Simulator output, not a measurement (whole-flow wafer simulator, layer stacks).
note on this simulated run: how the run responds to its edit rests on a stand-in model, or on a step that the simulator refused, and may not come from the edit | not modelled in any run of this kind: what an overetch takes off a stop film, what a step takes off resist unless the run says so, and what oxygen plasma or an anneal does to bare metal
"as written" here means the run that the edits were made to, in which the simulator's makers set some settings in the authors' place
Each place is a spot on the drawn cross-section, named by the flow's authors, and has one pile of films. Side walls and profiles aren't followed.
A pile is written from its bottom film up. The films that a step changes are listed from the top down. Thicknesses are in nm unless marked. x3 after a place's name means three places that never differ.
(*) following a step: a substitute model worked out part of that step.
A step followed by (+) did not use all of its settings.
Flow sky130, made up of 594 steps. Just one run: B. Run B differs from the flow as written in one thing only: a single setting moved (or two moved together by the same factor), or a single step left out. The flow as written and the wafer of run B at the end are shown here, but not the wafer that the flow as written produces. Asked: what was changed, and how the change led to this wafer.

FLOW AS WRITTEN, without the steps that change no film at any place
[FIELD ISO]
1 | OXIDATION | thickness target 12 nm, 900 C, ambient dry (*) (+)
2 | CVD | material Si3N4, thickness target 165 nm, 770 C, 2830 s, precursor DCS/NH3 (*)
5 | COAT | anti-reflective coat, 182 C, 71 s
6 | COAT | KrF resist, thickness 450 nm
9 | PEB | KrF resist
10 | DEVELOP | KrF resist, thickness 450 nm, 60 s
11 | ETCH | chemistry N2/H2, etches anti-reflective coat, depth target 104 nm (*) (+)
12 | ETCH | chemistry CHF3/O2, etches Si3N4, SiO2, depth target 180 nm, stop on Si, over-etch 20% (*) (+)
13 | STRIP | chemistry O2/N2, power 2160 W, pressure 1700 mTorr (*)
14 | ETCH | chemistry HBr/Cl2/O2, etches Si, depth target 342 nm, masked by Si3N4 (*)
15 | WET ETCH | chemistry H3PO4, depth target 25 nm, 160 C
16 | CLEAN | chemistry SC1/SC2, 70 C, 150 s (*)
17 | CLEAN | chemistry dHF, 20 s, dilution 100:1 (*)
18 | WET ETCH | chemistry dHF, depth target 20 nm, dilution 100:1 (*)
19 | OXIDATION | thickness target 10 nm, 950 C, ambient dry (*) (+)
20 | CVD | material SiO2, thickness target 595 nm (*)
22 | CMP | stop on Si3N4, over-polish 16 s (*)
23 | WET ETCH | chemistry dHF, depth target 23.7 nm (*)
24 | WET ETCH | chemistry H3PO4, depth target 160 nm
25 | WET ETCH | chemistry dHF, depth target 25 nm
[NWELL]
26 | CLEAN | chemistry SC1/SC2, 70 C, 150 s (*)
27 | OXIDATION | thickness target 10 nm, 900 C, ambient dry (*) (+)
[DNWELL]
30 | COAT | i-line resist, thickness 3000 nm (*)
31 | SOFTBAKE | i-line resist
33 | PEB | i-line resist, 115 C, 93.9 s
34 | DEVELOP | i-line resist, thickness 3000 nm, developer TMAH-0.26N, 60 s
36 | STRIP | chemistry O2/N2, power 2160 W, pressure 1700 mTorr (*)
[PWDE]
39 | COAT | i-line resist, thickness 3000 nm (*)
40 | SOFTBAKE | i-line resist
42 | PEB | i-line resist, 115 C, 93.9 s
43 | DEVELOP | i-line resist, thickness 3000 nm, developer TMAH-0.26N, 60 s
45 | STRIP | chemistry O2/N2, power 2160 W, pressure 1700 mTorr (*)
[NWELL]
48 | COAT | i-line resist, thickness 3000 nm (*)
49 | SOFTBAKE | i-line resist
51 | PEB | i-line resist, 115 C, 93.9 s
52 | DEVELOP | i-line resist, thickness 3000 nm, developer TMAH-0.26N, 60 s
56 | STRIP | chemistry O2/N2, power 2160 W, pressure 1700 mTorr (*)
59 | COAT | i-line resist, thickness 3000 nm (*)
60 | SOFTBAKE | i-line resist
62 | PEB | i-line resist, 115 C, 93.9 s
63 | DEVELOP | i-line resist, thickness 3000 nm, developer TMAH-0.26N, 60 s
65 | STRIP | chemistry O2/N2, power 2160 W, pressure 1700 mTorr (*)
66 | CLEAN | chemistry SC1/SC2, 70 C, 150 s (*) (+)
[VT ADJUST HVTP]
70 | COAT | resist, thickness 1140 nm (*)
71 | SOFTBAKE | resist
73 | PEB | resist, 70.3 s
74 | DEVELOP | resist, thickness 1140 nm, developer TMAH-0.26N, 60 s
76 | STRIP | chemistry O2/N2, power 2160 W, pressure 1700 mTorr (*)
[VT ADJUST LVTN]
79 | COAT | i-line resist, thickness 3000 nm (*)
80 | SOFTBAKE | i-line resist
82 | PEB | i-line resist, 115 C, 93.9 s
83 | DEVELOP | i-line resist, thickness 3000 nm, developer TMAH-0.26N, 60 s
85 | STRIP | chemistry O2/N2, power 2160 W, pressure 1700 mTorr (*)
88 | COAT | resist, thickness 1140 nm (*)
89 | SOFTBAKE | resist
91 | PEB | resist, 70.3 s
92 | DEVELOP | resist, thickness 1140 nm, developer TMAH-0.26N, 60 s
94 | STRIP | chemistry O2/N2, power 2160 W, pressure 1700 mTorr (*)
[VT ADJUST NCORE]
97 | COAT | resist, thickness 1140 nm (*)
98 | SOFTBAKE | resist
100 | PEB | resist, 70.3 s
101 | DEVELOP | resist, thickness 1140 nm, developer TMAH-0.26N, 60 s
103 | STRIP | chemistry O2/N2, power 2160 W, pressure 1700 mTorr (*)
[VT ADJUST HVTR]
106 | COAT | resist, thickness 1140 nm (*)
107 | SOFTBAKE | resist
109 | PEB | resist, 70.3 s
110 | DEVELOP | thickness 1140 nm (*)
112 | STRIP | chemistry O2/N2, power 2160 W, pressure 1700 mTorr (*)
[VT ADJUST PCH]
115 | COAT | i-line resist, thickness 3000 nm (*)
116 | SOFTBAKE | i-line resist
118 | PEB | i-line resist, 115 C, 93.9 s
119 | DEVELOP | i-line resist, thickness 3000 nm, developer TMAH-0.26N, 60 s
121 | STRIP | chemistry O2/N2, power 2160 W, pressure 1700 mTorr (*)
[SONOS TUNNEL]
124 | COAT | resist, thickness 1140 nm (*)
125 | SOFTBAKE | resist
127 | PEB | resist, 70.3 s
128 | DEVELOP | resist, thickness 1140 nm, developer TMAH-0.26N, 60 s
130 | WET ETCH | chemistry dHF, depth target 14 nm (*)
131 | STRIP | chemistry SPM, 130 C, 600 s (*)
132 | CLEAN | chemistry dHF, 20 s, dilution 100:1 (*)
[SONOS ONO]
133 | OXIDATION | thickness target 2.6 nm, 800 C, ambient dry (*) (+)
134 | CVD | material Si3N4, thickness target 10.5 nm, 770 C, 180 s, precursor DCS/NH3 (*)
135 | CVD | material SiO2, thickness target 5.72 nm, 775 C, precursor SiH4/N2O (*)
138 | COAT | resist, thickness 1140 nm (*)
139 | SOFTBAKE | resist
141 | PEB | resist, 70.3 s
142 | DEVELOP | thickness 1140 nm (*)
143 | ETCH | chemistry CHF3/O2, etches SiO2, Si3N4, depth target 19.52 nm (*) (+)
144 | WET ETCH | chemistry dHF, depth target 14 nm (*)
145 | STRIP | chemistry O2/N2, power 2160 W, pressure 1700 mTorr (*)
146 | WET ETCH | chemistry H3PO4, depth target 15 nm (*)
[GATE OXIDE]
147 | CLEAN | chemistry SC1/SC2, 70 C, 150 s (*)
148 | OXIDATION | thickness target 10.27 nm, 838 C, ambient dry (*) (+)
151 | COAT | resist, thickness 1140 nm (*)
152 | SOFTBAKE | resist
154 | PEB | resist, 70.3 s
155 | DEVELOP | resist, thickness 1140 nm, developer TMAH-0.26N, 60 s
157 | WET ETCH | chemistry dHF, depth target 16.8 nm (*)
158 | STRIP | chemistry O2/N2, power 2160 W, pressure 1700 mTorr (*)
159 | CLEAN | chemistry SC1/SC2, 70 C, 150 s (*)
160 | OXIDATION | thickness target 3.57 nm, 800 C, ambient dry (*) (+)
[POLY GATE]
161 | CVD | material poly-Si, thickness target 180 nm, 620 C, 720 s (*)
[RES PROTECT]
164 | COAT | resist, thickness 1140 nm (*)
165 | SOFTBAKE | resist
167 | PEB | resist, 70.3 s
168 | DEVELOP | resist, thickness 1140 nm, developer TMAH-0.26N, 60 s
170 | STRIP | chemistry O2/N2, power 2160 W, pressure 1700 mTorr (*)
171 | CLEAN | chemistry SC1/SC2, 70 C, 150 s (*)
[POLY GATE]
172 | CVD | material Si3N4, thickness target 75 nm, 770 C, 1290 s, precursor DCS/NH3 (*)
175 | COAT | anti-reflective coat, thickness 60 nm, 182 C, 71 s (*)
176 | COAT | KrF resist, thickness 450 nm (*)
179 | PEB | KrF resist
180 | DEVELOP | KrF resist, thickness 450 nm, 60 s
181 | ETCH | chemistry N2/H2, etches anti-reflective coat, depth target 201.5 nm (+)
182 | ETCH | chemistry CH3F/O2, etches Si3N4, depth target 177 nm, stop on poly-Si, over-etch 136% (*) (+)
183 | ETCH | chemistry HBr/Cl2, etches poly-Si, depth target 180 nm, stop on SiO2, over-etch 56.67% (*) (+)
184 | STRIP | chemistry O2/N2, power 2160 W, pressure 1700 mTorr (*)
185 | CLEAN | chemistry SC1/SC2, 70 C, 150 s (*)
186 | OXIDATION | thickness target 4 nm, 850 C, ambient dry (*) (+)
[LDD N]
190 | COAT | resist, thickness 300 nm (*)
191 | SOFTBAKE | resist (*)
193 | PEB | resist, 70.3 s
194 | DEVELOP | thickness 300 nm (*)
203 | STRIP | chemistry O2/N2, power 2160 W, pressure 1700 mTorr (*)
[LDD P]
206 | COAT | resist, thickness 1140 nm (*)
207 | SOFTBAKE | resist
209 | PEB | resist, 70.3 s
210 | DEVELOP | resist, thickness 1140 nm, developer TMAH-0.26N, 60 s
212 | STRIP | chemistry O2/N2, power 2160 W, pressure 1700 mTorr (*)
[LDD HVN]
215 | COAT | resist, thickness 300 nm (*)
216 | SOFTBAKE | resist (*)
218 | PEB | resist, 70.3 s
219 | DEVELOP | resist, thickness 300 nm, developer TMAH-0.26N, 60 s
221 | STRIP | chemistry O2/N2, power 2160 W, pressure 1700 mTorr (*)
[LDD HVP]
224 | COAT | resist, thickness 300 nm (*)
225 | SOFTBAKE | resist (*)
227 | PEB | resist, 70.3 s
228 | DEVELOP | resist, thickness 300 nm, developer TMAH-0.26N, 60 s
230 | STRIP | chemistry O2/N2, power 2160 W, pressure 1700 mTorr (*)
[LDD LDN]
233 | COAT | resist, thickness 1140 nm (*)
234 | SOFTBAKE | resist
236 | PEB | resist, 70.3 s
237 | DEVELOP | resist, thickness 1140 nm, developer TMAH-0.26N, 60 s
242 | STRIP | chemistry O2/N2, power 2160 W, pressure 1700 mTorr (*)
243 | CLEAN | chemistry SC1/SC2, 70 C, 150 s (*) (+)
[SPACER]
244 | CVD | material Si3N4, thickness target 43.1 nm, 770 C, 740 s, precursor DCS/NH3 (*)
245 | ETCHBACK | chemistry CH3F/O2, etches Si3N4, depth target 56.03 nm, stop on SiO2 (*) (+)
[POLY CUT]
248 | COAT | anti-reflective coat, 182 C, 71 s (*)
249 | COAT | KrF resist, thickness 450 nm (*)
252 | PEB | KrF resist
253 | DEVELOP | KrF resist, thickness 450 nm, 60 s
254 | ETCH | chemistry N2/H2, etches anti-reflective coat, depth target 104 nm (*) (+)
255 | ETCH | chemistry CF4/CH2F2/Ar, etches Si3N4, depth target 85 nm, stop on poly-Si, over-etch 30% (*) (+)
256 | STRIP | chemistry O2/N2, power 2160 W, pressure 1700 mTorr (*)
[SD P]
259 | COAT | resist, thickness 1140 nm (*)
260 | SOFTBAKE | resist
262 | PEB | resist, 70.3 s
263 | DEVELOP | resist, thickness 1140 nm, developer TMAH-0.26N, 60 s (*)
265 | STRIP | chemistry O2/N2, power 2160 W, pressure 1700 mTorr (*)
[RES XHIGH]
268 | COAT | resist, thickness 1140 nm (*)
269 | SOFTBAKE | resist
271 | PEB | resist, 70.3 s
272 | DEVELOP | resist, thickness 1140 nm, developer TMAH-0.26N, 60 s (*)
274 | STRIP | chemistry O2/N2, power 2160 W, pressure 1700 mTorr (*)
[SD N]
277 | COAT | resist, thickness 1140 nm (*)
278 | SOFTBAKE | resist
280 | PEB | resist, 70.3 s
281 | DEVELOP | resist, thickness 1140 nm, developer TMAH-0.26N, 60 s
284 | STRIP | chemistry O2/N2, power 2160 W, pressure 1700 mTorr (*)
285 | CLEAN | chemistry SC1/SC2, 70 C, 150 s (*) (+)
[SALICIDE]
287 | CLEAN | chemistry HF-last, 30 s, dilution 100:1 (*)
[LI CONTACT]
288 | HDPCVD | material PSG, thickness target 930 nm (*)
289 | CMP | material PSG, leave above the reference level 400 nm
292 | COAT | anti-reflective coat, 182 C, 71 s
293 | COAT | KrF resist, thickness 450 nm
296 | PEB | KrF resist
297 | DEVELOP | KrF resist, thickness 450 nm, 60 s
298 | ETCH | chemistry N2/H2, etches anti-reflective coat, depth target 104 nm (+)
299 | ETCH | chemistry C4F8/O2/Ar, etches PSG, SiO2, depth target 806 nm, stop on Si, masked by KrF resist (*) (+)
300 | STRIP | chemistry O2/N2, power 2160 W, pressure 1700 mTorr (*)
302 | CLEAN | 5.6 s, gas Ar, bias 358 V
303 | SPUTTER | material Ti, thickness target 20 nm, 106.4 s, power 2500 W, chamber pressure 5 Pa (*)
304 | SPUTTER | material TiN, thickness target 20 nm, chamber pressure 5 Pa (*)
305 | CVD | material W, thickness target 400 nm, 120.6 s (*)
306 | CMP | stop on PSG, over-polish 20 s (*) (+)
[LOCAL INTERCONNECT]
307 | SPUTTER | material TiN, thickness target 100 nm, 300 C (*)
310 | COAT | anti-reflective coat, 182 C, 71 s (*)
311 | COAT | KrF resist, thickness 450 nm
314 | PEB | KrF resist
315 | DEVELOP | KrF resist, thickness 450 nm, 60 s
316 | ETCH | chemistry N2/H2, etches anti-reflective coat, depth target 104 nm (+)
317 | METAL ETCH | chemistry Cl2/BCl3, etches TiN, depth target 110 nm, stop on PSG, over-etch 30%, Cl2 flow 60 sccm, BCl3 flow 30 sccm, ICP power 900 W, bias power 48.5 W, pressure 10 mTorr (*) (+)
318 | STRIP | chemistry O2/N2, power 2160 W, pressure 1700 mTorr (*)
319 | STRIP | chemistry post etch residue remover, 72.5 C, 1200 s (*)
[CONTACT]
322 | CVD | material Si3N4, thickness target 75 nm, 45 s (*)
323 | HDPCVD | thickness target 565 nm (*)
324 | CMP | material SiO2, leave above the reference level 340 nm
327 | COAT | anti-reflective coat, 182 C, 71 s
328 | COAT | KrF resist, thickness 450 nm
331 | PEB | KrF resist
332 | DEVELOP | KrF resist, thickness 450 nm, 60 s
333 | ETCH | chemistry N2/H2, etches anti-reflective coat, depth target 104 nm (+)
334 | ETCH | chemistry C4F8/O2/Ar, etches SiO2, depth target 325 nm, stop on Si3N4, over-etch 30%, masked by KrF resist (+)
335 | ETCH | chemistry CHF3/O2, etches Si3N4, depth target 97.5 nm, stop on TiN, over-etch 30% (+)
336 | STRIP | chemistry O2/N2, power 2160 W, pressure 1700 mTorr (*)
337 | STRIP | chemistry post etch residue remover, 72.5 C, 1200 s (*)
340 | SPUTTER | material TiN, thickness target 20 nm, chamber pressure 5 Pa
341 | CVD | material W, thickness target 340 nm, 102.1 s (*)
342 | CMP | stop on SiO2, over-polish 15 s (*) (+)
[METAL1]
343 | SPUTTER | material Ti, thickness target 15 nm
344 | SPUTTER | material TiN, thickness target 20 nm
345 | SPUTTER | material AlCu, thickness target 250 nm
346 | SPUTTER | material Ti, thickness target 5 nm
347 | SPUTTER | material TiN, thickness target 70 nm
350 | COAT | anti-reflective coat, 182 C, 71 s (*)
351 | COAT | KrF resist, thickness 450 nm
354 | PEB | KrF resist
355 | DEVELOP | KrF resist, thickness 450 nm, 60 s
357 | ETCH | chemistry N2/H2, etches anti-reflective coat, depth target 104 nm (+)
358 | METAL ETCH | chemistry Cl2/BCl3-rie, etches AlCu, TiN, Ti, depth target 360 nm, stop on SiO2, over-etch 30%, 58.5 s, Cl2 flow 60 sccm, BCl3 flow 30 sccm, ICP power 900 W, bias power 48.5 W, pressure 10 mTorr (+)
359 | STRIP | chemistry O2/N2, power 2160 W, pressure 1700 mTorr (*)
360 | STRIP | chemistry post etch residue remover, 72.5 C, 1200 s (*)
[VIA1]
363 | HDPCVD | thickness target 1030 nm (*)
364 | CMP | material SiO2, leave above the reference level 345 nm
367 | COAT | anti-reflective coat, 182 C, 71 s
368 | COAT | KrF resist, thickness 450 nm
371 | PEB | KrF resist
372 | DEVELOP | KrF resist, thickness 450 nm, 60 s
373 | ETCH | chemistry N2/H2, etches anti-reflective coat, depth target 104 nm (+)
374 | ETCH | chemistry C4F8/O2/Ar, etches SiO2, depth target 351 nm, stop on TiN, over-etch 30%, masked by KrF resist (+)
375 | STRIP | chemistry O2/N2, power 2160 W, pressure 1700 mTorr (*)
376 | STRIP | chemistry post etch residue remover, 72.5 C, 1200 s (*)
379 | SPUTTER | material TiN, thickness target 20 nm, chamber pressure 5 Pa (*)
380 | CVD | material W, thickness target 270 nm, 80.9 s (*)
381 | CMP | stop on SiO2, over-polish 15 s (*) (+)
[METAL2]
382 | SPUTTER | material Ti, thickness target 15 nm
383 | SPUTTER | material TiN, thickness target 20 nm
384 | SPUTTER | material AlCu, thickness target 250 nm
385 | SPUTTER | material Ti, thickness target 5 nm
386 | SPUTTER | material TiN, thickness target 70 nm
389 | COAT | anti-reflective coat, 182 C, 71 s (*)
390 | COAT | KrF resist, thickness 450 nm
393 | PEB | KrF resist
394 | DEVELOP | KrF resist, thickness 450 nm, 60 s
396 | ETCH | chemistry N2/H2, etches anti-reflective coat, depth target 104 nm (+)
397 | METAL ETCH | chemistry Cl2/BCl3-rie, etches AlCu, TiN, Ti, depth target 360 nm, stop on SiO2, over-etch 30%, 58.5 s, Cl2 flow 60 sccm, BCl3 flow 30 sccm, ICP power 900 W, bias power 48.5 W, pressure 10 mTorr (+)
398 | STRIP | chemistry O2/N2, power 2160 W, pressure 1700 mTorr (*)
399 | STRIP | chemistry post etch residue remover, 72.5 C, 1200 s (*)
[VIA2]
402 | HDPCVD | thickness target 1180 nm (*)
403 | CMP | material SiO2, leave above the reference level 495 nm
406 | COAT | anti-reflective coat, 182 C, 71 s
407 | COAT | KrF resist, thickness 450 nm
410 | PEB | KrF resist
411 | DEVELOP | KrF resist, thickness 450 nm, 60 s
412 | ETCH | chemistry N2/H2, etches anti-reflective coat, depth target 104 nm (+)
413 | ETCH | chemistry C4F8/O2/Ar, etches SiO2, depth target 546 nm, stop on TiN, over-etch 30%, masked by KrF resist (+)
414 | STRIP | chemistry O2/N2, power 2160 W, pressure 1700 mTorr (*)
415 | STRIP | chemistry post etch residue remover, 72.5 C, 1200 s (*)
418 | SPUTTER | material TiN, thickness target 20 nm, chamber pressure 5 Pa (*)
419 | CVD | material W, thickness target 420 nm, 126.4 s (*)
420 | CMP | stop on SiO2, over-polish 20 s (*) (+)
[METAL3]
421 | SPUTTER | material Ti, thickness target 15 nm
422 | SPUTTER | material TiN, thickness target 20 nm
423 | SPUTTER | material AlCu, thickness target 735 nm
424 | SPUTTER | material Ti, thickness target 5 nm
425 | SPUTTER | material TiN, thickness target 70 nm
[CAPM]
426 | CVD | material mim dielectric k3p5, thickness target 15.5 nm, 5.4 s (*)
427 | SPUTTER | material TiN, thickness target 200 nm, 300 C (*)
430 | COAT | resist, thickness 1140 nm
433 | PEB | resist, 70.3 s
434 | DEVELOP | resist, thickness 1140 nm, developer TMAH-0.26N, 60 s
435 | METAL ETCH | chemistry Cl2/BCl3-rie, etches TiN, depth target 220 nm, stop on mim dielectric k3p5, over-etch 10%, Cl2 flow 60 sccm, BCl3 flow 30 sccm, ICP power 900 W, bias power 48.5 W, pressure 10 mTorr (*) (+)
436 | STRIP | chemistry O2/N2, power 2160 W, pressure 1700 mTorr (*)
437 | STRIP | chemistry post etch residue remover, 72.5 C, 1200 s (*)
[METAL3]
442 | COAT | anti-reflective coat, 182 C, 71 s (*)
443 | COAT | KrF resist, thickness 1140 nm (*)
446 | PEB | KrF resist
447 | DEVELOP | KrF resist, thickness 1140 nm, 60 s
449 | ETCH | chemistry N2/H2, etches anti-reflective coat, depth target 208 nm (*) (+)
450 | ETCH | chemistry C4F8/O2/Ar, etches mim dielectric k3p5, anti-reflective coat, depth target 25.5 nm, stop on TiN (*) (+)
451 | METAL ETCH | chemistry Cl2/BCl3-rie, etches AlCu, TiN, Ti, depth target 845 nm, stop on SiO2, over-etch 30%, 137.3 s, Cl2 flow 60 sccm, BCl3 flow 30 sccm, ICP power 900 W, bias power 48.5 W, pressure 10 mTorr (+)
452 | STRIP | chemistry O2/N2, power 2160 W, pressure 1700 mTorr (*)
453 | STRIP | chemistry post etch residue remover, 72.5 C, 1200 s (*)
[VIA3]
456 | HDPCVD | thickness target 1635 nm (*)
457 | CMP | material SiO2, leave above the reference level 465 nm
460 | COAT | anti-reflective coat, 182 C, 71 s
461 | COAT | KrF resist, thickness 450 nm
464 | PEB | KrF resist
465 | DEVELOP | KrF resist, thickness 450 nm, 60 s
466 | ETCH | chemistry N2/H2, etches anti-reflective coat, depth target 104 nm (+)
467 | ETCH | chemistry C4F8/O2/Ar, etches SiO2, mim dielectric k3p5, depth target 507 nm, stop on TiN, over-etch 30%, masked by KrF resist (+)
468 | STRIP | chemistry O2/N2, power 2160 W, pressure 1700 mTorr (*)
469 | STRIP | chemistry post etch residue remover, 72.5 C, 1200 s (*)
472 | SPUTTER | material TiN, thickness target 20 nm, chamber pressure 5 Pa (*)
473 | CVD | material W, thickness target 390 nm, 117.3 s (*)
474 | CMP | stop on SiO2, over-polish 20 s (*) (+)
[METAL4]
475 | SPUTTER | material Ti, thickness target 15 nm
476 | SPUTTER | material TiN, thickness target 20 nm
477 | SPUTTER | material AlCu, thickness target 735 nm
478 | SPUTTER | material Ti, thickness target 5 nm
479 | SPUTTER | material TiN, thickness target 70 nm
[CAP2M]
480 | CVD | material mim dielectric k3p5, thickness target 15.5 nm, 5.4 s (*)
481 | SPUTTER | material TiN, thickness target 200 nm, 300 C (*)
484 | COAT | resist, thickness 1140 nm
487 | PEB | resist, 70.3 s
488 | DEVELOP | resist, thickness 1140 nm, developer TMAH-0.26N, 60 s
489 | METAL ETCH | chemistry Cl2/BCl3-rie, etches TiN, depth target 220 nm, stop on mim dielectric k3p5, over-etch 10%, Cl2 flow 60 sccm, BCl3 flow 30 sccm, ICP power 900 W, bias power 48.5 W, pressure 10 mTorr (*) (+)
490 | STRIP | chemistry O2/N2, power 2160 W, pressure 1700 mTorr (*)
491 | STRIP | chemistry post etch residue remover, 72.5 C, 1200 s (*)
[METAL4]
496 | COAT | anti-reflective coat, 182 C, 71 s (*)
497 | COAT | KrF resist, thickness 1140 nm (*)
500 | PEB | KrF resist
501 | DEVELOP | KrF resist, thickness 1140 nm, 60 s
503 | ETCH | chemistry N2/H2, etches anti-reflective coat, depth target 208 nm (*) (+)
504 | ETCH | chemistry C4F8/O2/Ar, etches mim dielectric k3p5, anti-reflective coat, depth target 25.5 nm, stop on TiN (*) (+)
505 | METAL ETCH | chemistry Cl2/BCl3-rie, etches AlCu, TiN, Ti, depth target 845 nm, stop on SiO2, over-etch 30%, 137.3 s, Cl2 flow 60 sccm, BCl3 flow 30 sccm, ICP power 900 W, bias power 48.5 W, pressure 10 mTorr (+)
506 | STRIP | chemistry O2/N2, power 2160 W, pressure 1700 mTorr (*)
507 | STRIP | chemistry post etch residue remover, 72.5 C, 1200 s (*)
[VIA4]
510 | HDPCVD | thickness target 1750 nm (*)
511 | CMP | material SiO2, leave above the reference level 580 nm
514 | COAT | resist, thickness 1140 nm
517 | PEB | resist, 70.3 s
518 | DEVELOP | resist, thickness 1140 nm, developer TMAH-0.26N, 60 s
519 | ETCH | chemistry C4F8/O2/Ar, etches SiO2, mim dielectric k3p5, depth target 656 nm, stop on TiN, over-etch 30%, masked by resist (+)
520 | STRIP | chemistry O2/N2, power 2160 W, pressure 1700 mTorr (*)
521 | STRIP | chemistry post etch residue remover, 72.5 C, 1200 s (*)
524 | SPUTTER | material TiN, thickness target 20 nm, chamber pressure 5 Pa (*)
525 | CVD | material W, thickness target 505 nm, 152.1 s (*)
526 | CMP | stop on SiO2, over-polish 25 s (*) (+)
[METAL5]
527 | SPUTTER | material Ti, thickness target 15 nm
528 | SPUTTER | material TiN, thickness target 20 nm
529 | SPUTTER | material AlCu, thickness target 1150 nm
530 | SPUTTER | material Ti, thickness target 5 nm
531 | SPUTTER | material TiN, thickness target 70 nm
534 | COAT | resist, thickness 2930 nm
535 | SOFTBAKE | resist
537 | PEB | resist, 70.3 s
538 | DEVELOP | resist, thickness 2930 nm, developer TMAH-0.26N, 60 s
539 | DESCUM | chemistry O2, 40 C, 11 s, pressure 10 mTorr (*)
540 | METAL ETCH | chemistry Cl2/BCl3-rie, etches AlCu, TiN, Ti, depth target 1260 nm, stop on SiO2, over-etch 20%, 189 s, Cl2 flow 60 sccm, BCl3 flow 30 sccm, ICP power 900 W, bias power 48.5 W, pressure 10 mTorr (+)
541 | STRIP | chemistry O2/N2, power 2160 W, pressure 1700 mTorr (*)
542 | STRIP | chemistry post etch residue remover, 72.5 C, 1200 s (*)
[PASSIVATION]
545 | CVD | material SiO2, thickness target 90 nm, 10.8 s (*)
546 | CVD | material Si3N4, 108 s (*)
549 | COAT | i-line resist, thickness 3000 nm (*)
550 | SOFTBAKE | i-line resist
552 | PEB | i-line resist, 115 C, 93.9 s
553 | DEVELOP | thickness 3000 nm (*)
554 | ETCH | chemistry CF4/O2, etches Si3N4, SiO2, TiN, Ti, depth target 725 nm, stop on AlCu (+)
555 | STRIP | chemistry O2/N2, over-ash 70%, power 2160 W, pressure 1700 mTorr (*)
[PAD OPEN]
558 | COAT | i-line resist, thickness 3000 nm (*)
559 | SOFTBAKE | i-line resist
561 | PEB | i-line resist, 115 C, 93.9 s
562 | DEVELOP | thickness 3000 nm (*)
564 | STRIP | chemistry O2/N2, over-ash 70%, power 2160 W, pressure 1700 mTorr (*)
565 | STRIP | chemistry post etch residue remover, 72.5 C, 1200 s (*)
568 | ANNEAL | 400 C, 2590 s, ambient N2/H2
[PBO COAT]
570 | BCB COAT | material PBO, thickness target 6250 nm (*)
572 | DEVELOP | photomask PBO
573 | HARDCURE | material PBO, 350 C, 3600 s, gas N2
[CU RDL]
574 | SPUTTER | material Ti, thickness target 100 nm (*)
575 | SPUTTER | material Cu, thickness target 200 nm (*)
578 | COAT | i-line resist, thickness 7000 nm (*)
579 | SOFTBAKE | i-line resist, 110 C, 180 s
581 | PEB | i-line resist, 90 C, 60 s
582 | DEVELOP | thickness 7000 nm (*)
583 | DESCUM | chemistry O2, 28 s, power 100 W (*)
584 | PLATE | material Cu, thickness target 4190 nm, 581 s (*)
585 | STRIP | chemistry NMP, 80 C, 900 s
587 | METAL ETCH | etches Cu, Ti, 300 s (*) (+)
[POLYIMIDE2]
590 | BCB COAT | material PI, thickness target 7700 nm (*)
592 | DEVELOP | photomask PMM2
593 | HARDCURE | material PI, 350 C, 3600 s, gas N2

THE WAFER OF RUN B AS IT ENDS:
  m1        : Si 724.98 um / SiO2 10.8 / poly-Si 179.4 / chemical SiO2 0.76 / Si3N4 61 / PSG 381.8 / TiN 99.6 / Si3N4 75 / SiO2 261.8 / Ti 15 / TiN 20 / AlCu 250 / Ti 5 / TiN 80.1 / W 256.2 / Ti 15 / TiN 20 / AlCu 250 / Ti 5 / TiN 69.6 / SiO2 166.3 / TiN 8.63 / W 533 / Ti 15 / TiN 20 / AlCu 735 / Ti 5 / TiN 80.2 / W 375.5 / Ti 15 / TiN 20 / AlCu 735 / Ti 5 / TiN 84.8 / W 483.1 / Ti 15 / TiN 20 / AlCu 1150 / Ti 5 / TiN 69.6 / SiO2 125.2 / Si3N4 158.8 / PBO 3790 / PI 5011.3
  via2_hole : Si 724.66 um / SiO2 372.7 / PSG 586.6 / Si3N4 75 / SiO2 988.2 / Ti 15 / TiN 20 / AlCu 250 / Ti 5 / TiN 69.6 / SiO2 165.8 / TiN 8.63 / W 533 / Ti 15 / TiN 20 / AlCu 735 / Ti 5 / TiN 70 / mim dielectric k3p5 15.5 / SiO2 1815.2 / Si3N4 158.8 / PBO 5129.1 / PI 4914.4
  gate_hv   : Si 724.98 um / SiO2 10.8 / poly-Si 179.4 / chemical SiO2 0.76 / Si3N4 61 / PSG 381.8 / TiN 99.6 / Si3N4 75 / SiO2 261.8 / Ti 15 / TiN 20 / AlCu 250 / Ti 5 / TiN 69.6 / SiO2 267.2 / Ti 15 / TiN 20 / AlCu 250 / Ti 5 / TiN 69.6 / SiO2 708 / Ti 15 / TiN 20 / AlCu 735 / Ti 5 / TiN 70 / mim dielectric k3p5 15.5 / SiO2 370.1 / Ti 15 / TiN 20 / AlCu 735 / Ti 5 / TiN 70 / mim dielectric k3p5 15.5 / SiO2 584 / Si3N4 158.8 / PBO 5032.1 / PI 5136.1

What caused this: step 403, CMP: leave above the reference level 787 nm was run, whereas the flow has leave above the reference level 495 nm.

How this came from the change, step by step:
  403 | CMP | material SiO2, leave above the reference level 495 nm
      n_well, p_well, gate_hv and 101 more: SiO2 loses 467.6 (it would be, as written: SiO2 loses 759.6)
      field, active, gate and 82 more: SiO2 loses 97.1 (it would be, as written: SiO2 loses 389.1)
      (and at 2 other places as well)
  413 | ETCH | chemistry C4F8/O2/Ar, etches SiO2, depth target 546 nm, stop on TiN, over-etch 30%, masked by KrF resist (+)
      m1: SiO2 loses 546 (it would be, as written: SiO2 loses 420.3 (all of it))
      via2_hole: SiO2 loses 546 (it would be, as written: SiO2 loses 419.8 (all of it))
  418 | SPUTTER | material TiN, thickness target 20 nm, chamber pressure 5 Pa (*)
      m1, via2_hole: TiN gains 8.63 (new film) (it would be, as written: TiN gains 10.2)
  419 | CVD | material W, thickness target 420 nm, 126.4 s (*)
      m1: W gains 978 (new film) (it would be, as written: W gains 851.1 (new film))
      via2_hole: W gains 978 (new film) (it would be, as written: W gains 850.7 (new film))
With metal films that touch counted as one body, m1 has 3 bodies (between them, from the top down: SiO2 166.3; SiO2 261.8 / Si3N4 75); the flow as written gives 2 bodies (between them, from the top down: SiO2 261.8 / Si3N4 75).
With metal films that touch counted as one body, via2_hole has 2 bodies (between them, from the top down: SiO2 165.8); the flow as written gives 1 body.
